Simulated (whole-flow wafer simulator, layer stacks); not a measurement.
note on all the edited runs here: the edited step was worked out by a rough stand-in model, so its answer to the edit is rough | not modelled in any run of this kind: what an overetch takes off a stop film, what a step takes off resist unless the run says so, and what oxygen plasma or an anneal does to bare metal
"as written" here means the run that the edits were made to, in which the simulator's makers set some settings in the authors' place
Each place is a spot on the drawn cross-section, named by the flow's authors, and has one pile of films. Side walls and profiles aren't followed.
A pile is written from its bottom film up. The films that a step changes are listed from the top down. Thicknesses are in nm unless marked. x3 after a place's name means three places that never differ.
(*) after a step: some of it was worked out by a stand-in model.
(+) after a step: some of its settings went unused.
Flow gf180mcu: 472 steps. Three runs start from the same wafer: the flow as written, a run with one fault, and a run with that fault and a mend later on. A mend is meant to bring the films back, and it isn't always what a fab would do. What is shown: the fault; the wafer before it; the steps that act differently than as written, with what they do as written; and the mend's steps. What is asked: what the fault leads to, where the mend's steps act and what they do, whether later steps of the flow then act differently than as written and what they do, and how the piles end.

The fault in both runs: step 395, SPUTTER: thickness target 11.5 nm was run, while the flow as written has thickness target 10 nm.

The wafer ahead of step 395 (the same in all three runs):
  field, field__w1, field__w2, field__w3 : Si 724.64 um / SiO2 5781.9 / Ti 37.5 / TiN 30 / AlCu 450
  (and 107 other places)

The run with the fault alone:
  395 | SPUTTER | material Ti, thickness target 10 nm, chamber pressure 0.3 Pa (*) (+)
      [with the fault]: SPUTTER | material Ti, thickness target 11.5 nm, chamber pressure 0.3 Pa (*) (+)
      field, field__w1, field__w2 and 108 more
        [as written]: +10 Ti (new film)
        [with the fault]: +11.5 Ti (new film)
  Later steps of the flow acting differently than as written (1 other step is not shown; it differs only slightly, by no more than 2% or 0.5 nm, whichever is larger):
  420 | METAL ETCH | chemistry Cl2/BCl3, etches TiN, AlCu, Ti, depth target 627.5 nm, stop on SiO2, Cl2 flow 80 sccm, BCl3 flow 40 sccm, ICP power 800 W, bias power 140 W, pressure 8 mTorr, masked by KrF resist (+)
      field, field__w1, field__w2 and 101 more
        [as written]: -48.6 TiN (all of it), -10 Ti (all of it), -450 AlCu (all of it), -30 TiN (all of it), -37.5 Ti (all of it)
        [with the fault]: -48.6 TiN (all of it), -11.5 Ti (all of it), -450 AlCu (all of it), -30 TiN (all of it), -37.5 Ti (all of it)
  At field__w4, field__w8, contact, m1, m1__w1, mim, mim_1p0, m1_nw, the piles at the end differ from the flow's by more than 2% or 0.5 nm, whichever is larger.
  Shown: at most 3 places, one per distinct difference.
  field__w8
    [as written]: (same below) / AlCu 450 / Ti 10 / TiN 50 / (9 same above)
    [with the fault]: (same below) / AlCu 450 / Ti 11.5 / TiN 50 / (9 same above)
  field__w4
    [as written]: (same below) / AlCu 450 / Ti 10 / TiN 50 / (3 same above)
    [with the fault]: (same below) / AlCu 450 / Ti 11.5 / TiN 50 / (3 same above)
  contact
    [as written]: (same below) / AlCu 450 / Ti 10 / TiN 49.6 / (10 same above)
    [with the fault]: (same below) / AlCu 450 / Ti 11.5 / TiN 49.6 / (10 same above)

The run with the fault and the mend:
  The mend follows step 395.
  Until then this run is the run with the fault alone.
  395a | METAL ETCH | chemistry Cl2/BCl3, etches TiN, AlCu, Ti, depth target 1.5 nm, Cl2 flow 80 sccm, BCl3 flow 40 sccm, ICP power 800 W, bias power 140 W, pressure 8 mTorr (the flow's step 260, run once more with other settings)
      field, field__w1, field__w2 and 108 more
        -1.5 Ti
  Every later step of the flow that is run acts as written at every place that is followed.
  The piles end the same as the flow's at every place that both follow.
